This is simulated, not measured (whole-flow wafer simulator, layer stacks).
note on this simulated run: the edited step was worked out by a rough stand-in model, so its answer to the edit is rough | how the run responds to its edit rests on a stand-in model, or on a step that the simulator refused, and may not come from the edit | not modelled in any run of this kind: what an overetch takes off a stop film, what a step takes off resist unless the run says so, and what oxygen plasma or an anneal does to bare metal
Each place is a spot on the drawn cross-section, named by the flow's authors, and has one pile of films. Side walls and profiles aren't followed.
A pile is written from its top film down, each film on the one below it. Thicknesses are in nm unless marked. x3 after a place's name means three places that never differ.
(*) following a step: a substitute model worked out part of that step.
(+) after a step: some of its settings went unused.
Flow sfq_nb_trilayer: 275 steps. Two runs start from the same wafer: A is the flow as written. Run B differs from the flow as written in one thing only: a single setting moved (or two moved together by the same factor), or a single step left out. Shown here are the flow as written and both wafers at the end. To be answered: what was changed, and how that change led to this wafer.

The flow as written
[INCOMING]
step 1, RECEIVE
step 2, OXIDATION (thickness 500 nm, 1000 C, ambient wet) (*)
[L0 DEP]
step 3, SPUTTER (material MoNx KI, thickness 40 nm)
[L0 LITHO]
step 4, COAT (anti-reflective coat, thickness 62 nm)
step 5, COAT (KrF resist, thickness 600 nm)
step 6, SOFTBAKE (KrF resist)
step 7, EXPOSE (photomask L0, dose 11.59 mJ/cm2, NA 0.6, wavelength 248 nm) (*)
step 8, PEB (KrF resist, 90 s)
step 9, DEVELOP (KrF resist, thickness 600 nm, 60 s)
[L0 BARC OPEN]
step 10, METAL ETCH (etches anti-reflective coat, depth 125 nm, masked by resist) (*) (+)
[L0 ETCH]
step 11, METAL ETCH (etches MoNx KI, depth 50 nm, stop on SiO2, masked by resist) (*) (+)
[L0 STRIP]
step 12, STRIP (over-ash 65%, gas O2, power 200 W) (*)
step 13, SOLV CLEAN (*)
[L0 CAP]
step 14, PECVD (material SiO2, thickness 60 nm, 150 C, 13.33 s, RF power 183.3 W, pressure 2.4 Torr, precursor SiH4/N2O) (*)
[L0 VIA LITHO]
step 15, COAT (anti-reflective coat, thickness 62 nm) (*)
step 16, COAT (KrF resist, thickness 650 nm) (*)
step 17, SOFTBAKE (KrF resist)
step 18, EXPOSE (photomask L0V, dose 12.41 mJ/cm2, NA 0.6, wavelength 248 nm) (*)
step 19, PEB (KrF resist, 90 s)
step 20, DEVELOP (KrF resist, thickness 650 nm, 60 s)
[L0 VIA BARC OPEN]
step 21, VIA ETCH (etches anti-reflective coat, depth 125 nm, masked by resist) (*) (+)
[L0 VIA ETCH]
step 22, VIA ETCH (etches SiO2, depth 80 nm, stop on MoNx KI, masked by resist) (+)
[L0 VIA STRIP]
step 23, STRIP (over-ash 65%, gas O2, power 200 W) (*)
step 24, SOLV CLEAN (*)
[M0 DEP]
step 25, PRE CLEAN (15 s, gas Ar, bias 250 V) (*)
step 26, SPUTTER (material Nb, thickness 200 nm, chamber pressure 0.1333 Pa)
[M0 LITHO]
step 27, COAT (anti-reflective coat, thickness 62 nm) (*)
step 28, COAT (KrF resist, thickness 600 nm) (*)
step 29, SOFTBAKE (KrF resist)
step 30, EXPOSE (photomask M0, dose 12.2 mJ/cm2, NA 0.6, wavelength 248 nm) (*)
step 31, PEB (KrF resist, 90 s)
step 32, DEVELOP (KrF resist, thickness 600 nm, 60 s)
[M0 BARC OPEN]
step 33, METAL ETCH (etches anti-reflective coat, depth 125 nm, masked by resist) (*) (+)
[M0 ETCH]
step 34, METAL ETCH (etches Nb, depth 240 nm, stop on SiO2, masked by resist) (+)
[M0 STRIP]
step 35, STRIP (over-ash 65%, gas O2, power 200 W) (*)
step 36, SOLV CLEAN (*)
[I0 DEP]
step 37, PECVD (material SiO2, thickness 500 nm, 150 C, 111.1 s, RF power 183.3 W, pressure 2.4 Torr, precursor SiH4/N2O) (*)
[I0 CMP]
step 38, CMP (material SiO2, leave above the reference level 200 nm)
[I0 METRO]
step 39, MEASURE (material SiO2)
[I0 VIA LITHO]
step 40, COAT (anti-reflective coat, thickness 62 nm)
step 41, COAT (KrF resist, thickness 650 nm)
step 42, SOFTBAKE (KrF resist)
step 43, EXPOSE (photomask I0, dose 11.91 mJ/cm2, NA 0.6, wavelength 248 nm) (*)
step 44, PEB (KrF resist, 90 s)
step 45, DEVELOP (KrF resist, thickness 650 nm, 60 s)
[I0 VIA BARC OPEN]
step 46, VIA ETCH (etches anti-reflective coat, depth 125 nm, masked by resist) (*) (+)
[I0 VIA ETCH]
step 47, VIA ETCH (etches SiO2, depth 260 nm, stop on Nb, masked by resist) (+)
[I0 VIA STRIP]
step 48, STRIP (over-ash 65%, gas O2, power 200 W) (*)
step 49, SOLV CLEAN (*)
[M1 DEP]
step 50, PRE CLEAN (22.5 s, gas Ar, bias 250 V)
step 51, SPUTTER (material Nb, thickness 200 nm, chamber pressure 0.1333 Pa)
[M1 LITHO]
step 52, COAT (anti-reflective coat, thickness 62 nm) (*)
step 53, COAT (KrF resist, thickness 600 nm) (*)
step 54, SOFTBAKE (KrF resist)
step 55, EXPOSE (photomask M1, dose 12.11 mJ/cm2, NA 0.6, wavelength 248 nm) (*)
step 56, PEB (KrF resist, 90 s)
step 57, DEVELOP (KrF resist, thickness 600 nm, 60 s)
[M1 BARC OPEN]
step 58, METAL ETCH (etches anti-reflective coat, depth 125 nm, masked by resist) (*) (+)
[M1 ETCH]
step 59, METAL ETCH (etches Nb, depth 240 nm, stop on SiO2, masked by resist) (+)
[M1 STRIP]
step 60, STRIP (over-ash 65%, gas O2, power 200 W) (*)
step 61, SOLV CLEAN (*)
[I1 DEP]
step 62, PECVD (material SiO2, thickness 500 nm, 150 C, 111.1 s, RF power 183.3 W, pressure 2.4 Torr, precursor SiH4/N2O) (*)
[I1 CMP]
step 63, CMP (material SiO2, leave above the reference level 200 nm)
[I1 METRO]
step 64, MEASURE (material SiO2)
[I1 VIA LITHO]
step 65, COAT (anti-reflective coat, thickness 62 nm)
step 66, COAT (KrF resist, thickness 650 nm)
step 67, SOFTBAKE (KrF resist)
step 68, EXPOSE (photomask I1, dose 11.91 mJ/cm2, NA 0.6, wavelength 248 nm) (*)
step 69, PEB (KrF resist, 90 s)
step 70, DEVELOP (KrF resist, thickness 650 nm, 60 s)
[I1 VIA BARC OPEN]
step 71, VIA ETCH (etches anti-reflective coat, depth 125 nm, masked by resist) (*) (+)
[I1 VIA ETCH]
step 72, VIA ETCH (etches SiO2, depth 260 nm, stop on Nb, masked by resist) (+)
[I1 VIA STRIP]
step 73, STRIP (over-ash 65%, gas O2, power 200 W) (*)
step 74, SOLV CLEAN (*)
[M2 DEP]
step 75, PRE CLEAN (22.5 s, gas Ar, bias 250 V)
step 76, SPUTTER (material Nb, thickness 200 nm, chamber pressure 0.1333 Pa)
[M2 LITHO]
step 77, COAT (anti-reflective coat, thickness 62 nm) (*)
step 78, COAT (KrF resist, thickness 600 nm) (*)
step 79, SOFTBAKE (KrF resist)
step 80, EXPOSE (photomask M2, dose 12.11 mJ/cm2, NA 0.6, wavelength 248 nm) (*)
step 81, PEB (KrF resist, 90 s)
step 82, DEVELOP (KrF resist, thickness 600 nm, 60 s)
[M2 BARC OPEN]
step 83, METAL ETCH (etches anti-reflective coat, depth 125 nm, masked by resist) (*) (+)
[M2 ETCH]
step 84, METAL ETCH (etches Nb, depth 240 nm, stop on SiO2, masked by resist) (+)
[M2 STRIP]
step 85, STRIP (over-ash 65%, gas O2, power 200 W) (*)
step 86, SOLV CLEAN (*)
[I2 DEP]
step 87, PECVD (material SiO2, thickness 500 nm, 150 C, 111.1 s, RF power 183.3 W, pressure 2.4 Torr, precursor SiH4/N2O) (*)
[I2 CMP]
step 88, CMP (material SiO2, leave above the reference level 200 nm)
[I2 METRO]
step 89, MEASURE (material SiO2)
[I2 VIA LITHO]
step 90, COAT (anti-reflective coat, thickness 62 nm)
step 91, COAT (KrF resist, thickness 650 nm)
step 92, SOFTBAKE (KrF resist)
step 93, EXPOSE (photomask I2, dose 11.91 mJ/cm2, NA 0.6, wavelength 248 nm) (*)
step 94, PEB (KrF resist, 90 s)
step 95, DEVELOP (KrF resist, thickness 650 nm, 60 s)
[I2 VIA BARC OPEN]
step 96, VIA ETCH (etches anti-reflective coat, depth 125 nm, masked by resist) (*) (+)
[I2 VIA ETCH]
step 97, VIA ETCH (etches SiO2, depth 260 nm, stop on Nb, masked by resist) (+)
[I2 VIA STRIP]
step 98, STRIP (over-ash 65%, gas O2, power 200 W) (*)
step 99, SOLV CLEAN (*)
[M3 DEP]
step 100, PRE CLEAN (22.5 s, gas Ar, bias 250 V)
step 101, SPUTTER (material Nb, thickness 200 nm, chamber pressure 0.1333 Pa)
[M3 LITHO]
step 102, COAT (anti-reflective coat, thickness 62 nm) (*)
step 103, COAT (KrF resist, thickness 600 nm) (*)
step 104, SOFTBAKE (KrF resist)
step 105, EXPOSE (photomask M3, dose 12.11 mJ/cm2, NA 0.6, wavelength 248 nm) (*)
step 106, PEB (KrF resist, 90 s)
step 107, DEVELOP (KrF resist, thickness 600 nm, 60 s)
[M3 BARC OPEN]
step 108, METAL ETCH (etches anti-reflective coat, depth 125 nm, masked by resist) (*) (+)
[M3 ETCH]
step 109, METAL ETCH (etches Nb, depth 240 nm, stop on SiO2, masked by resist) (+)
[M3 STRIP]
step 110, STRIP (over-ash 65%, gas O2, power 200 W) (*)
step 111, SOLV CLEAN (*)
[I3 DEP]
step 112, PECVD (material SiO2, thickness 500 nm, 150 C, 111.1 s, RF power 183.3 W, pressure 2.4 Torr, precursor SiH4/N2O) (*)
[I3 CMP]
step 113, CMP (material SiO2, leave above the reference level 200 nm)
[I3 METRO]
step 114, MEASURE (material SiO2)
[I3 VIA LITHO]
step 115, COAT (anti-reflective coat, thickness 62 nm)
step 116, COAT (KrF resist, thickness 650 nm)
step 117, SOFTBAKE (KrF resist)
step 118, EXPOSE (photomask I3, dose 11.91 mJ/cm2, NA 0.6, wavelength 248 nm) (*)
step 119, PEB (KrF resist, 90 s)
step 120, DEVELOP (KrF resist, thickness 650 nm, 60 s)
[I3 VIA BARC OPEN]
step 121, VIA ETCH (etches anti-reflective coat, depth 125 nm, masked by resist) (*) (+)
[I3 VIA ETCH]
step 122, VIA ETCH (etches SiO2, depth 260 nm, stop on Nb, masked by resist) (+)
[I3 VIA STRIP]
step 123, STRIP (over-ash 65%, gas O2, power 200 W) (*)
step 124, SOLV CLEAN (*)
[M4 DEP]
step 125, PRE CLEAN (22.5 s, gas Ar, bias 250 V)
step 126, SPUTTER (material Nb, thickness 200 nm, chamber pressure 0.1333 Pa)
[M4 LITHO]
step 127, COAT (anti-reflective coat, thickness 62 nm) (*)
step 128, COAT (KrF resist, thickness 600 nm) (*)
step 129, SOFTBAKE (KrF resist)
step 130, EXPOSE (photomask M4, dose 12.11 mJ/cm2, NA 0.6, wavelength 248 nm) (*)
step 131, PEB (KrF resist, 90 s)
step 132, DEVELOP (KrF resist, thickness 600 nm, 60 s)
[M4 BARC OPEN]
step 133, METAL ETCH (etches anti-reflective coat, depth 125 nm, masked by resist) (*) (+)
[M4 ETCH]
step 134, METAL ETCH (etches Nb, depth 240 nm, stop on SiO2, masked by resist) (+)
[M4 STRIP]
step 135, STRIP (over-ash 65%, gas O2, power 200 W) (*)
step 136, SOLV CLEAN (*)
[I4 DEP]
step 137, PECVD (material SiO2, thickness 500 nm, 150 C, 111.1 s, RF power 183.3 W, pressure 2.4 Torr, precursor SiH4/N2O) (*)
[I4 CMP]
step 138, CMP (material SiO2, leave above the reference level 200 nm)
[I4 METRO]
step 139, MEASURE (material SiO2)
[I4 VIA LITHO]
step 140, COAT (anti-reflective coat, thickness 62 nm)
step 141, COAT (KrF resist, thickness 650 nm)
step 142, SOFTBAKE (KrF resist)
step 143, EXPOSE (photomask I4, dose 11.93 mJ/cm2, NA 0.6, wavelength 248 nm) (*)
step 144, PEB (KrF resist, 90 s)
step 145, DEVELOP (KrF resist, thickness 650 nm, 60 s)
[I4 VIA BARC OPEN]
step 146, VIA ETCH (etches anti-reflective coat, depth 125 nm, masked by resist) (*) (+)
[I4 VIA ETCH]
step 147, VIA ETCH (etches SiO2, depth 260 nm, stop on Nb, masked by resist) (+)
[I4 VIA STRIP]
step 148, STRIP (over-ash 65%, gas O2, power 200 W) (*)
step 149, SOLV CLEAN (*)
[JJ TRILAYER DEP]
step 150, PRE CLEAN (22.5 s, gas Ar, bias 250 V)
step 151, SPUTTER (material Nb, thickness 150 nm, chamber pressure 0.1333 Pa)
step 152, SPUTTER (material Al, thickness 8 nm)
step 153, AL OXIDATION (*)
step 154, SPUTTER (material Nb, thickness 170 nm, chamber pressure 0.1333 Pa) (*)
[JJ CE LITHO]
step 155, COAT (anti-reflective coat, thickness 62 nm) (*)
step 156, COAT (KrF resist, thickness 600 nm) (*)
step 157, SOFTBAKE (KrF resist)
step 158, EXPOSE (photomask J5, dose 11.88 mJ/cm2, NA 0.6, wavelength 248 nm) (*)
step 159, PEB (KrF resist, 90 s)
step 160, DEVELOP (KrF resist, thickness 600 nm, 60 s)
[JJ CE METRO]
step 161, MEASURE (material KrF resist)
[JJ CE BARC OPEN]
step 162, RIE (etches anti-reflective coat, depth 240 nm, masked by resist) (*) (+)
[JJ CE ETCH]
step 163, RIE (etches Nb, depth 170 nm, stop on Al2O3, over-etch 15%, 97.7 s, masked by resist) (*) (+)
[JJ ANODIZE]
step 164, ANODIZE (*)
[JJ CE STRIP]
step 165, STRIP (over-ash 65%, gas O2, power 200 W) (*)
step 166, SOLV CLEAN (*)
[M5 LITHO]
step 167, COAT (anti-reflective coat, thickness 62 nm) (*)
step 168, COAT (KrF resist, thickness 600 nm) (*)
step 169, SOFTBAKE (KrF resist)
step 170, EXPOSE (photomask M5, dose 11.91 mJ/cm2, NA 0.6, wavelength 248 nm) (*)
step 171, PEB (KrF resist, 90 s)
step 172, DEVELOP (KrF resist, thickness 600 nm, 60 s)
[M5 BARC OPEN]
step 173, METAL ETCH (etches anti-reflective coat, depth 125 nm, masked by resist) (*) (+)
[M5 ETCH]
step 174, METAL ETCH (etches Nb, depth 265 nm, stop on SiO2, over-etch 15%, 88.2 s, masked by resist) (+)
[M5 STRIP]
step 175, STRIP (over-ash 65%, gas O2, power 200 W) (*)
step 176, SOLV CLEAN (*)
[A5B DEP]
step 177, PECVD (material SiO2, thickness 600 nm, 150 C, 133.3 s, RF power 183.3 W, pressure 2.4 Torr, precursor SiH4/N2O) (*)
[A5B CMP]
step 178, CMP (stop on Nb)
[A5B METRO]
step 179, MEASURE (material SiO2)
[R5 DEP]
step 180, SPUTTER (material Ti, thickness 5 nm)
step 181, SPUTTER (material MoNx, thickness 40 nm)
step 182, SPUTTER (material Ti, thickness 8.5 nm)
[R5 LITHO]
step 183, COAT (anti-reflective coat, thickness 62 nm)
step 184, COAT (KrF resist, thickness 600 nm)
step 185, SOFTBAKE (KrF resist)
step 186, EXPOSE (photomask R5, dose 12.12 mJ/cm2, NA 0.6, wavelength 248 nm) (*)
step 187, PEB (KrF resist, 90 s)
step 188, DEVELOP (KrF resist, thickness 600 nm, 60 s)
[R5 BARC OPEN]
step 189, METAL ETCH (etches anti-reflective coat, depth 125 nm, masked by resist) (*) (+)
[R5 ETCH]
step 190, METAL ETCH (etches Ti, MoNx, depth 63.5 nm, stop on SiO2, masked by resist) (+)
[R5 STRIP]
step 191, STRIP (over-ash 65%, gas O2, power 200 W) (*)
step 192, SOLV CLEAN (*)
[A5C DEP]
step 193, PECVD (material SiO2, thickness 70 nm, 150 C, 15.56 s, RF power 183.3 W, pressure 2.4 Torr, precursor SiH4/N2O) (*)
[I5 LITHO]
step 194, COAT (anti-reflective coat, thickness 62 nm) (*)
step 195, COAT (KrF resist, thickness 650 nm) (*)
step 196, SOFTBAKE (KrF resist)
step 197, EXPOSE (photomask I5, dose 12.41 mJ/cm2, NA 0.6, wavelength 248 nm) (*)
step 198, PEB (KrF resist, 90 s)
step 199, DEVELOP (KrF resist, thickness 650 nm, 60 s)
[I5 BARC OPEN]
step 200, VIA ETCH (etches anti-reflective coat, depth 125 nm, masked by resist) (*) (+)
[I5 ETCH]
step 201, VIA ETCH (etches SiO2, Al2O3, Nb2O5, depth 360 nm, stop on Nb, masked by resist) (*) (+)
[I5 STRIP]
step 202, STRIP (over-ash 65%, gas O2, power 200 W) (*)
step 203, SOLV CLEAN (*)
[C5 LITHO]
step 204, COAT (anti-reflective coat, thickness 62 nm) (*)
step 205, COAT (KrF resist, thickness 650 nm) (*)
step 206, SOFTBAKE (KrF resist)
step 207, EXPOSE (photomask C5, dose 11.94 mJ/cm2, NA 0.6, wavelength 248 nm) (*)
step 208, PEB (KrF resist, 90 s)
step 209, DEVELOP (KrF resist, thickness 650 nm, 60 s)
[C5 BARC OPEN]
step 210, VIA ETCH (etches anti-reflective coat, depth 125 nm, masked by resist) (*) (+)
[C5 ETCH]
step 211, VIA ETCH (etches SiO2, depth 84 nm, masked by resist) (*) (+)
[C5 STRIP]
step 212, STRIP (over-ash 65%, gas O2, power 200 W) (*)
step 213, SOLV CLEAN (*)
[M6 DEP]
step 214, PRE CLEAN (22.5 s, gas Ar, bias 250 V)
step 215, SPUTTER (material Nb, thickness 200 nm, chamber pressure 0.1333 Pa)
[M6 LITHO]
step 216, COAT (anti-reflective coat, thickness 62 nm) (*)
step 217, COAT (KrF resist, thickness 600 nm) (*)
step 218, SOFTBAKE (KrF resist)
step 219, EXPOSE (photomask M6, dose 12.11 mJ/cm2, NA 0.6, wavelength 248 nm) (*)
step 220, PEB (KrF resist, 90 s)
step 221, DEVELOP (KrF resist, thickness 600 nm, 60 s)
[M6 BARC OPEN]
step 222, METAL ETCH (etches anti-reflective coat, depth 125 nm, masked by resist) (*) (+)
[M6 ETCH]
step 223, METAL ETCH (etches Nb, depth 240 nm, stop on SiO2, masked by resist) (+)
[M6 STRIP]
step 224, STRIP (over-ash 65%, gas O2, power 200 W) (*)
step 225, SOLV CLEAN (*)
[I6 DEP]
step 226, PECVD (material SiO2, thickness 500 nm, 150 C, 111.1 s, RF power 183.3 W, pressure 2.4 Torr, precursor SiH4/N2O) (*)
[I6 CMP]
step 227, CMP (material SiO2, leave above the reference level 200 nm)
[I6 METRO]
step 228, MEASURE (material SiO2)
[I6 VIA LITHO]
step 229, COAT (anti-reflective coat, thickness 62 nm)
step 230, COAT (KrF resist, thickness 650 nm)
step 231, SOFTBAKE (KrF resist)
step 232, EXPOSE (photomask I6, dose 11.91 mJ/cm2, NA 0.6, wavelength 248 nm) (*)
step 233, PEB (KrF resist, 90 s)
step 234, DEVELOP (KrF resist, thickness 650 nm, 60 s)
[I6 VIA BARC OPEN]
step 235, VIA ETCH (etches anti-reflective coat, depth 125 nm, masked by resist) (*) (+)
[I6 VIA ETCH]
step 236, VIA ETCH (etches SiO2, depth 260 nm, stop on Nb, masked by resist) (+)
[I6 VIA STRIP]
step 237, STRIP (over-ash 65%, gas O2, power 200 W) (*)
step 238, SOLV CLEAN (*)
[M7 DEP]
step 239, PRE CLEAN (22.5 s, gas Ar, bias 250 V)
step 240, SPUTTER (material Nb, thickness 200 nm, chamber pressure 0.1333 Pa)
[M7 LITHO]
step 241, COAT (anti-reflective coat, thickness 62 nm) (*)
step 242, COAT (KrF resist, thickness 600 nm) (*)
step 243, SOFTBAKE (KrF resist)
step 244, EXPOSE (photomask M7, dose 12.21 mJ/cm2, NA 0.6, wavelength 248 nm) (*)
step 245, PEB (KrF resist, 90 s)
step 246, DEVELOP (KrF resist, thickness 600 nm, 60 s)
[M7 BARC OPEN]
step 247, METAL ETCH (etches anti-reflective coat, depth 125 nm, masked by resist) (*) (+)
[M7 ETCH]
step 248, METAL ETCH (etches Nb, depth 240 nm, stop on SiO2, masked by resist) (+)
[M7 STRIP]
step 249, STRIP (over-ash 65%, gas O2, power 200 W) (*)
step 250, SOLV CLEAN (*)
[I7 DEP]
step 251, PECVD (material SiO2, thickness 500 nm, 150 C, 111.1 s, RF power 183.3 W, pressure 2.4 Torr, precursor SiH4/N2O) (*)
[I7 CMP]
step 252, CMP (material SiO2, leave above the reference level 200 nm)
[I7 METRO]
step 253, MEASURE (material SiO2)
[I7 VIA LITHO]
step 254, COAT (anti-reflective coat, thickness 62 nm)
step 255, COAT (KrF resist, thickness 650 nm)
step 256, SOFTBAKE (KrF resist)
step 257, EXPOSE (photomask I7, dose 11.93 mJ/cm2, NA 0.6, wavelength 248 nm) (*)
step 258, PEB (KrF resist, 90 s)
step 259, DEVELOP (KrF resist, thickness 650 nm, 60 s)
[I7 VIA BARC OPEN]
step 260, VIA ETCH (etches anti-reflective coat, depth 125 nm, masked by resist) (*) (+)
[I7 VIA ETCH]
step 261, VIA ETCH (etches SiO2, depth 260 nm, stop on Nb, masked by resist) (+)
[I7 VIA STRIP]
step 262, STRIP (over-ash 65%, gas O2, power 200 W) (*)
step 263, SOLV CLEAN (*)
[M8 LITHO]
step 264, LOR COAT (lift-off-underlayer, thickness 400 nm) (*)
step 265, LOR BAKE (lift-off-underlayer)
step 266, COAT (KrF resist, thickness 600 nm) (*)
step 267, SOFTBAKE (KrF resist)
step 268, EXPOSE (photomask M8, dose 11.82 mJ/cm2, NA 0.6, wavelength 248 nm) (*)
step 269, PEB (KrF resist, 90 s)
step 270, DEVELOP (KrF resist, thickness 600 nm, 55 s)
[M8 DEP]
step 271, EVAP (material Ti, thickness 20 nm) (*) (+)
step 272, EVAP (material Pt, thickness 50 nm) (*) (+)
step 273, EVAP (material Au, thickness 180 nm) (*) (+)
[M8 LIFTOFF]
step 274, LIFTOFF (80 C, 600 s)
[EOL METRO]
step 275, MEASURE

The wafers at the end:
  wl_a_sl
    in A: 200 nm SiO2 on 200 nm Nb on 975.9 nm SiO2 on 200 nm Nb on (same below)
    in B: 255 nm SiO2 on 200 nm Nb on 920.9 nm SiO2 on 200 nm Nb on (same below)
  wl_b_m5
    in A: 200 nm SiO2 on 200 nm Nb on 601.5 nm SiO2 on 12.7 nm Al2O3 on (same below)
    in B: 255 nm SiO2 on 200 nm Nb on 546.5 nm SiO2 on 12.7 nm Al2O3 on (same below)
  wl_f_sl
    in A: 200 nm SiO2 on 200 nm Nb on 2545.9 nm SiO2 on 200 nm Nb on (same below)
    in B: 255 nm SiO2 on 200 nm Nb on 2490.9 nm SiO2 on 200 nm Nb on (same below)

The reason: step 226, PECVD: thickness 345 nm was run, though the flow has thickness 500 nm; step 226, PECVD: 76.67 s was run, where the flow has 111.1 s.

The path from the change to this, step by step:
  step 226, PECVD (material SiO2, thickness 500 nm, 150 C, 111.1 s, RF power 183.3 W, pressure 2.4 Torr, precursor SiH4/N2O) (*)
      field_l, p4_fl, p4_fm and 62 more: A SiO2 gains 500 | B SiO2 gains 345
      v_sur, via_wl, via_w and 21 more: A SiO2 gains 500 (new film) | B SiO2 gains 345 (new film)
      (and at 17 other places as well)
  step 227, CMP (material SiO2, leave above the reference level 200 nm)
      field_l, p4_fl, p4_fm and 59 more: A SiO2 loses 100 | B nothing
      moat, field_r, lsp_l, ln_m5, lsp_m: A SiO2 loses 93.6 | B nothing
      (and at 39 other places as well)
  step 229, COAT (anti-reflective coat, thickness 62 nm)
      field_r, ln_m5, wl_b_sr, m0r_line_l, m0r_line_r, m5r_line_l, m7r_line_l, m7r_line_r: A anti-reflective coat gains 62 (new film) | B anti-reflective coat gains 63.5 (new film)
      c5j, ce_r, sp_r, be_r, wl_j_sl: A anti-reflective coat gains 62 (new film) | B anti-reflective coat gains 58.5 (new film)
      (and at 69 other places as well)
  step 230, COAT (KrF resist, thickness 650 nm)
      v_sur, wl_jj: A KrF resist gains 650 (new film) | B KrF resist gains 631.6 (new film)
      via_sp, wl_j_sr: A KrF resist gains 650 (new film) | B KrF resist gains 633.9 (new film)
      (and at 25 other places as well)
  step 234, DEVELOP (KrF resist, thickness 650 nm, 60 s)
      via_v: A KrF resist loses 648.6 (all of it) | B KrF resist loses 628.9 (all of it)
  step 235, VIA ETCH (etches anti-reflective coat, depth 125 nm, masked by resist) (*) (+)
      field_l, v_sur, via_wl and 102 more: A KrF resist loses 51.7 | B KrF resist loses 48.5
      via_v: A anti-reflective coat loses 62 (all of it), SiO2 loses 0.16 | B anti-reflective coat loses 58.2 (all of it), SiO2 loses 0.15
  step 237, STRIP (over-ash 65%, gas O2, power 200 W) (*)
      m0r_line_l, m0r_line_r, m7r_line_l, m7r_line_r: A KrF resist loses 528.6 (all of it), anti-reflective coat loses 62 (all of it) | B KrF resist loses 542.2 (all of it), anti-reflective coat loses 63.5 (all of it)
      m0r_space_l, m0r_space_r, m7r_space_l, m7r_space_r: A KrF resist loses 528.6 (all of it), anti-reflective coat loses 62 (all of it) | B KrF resist loses 537.9 (all of it), anti-reflective coat loses 69.9 (all of it)
      (and at 74 other places as well)
  step 240, SPUTTER (material Nb, thickness 200 nm, chamber pressure 0.1333 Pa)
      moat, lsp_m: A Nb gains 200 (new film) | B Nb gains 195.9 (new film)
      be: A Nb gains 200 (new film) | B Nb gains 147.7 (new film)
      (and at 1 other place as well)
  step 241, COAT (anti-reflective coat, thickness 62 nm) (*)
      wl_b_sr, m0r_line_l, m0r_line_r, m5r_line_l, m5r_line_r, m7r_line_l, m7r_line_r: A anti-reflective coat gains 62 (new film) | B anti-reflective coat gains 63.3 (new film)
      wl_c_sl, wl_c_sr, wl_f_sl: A anti-reflective coat gains 62 (new film) | B anti-reflective coat gains 68.2 (new film)
      (and at 64 other places as well)
  step 242, COAT (KrF resist, thickness 600 nm) (*)
      wl_j_sr, m6r_line_l, m6r_line_r: A KrF resist gains 600 (new film) | B KrF resist gains 583.9 (new film)
      v_sur: A KrF resist gains 597.5 (new film) | B KrF resist gains 579.2 (new film)
      (and at 26 other places as well)
  step 246, DEVELOP (KrF resist, thickness 600 nm, 60 s)
      m6r_line_l, m6r_line_r: A KrF resist loses 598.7 (all of it) | B KrF resist loses 582.6 (all of it)
      wl_c_m6: A KrF resist loses 598.7 (all of it) | B KrF resist loses 571.4 (all of it)
      (and at 1 other place as well)
  step 247, METAL ETCH (etches anti-reflective coat, depth 125 nm, masked by resist) (*) (+)
      m0r_line_l, m0r_line_r, m5r_line_l, m5r_line_r: A anti-reflective coat loses 62 (all of it) | B anti-reflective coat loses 63.3 (all of it)
      wl_c_sl, wl_c_sr: A anti-reflective coat loses 62 (all of it) | B anti-reflective coat loses 68.2 (all of it)
      (and at 28 other places as well)
  step 249, STRIP (over-ash 65%, gas O2, power 200 W) (*)
      m7r_line_l, m7r_line_r: A KrF resist loses 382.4 (all of it), anti-reflective coat loses 62 (all of it) | B KrF resist loses 390.6 (all of it), anti-reflective coat loses 63.3 (all of it)
      v_sur: A KrF resist loses 379.9 (all of it), anti-reflective coat loses 61.4 (all of it) | B KrF resist loses 360.6 (all of it), anti-reflective coat loses 50.7 (all of it)
      (and at 38 other places as well)
  step 251, PECVD (material SiO2, thickness 500 nm, 150 C, 111.1 s, RF power 183.3 W, pressure 2.4 Torr, precursor SiH4/N2O) (*)
      be: A SiO2 gains 500 (new film) | B SiO2 gains 665.9 (new film)
  step 252, CMP (material SiO2, leave above the reference level 200 nm)
      field_l, p4_fl, p4_fm and 48 more: A SiO2 loses 100 | B SiO2 loses 45
      wl_a_sl, wl_a_sr, wl_b_sl and 9 more: A SiO2 loses 300 | B SiO2 loses 245
      (and at 12 other places as well)
